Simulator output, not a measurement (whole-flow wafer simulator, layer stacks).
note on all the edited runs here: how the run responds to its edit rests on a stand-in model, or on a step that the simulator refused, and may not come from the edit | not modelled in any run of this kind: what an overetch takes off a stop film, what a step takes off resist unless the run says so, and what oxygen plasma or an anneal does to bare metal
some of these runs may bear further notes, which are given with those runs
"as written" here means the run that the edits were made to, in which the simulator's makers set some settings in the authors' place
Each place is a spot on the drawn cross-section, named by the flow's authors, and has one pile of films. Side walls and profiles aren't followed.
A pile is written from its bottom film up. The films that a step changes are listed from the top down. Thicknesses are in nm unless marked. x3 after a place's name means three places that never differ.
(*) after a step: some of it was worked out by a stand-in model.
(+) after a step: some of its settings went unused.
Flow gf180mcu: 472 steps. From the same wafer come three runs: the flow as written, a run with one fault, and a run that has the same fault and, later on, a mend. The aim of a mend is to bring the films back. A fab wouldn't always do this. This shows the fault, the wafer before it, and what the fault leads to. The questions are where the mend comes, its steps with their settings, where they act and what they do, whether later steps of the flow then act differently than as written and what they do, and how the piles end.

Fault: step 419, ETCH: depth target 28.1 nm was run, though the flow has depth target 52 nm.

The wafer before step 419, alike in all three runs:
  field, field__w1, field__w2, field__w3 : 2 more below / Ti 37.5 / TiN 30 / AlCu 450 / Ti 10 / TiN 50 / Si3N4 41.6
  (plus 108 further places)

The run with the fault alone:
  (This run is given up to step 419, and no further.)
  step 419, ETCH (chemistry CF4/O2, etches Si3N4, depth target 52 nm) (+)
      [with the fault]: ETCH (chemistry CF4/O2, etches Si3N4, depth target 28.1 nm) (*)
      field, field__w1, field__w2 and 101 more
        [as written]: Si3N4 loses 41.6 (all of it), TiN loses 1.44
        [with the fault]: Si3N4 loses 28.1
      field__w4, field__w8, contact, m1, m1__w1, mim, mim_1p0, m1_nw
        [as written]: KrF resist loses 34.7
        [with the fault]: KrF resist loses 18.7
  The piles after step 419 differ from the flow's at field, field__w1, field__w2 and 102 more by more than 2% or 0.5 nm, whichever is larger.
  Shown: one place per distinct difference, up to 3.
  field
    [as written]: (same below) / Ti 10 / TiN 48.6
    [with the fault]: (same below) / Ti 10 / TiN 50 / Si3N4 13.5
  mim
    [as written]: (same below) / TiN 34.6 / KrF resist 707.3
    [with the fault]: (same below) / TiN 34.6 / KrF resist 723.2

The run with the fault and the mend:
  The mend follows step 419.
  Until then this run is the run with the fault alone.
  step 419a, ETCH (chemistry CF4/O2, etches Si3N4, depth target 23.9 nm) (*) (+) (the flow's step 419, run once more with other settings)
      field, field__w1, field__w2 and 101 more
        Si3N4 loses 13.5 (all of it), TiN loses 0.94
      field__w4, field__w8, contact, m1, m1__w1, mim, mim_1p0, m1_nw
        KrF resist loses 13.5
  None of the later steps of the flow differs from how it acts as written, at any place that is followed, by more than 2% or 0.5 nm, whichever is larger.
  At every place that both follow, the piles at the end match the flow's.
